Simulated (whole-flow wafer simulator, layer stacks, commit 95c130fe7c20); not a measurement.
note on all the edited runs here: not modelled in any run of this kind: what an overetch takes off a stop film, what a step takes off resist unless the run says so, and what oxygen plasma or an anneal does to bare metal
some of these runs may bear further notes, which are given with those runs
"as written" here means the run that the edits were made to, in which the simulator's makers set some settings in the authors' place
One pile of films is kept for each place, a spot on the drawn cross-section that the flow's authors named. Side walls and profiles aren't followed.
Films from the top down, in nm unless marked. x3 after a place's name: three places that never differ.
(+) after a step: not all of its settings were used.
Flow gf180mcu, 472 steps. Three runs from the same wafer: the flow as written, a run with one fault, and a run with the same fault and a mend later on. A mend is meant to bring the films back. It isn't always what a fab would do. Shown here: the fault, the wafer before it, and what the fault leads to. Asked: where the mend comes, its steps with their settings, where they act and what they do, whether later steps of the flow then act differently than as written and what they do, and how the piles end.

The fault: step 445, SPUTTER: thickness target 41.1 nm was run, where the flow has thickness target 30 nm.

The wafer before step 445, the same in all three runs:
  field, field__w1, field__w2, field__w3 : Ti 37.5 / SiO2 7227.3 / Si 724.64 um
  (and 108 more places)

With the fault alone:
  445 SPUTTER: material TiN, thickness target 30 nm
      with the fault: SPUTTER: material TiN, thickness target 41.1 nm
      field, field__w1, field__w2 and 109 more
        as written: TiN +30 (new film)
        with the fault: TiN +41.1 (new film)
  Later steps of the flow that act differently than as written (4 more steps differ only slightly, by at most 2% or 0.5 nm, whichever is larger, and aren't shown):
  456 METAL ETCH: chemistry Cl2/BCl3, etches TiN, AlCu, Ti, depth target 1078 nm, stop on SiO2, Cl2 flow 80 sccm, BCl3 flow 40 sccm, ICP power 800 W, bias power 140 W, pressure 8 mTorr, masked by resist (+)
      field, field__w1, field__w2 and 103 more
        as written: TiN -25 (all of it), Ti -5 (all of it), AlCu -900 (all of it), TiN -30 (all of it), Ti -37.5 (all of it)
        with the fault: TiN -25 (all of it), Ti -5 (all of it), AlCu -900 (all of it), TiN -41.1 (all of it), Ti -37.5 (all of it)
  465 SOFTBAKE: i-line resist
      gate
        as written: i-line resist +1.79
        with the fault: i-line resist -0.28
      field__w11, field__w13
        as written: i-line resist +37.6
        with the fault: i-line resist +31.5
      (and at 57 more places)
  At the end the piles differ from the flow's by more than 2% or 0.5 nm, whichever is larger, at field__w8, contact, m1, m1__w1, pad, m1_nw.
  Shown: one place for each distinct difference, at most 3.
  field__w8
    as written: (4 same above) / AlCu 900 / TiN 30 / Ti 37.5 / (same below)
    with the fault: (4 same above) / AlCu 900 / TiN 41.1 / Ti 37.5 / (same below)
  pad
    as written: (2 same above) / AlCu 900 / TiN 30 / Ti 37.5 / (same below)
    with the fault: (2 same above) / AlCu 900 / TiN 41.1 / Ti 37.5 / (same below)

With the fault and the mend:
  The mend comes after step 445.
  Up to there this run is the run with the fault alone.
  445a METAL ETCH: chemistry Cl2/BCl3, etches TiN, AlCu, Ti, depth target 11.1 nm, Cl2 flow 80 sccm, BCl3 flow 40 sccm, ICP power 800 W, bias power 140 W, pressure 8 mTorr (the flow's step 260 once more, with other settings)
      field, field__w1, field__w2 and 109 more
        TiN -11.1
  No later step of the flow acts differently than as written at any place that is followed.
  At the end the piles are the same as the flow's at every place that both follow.
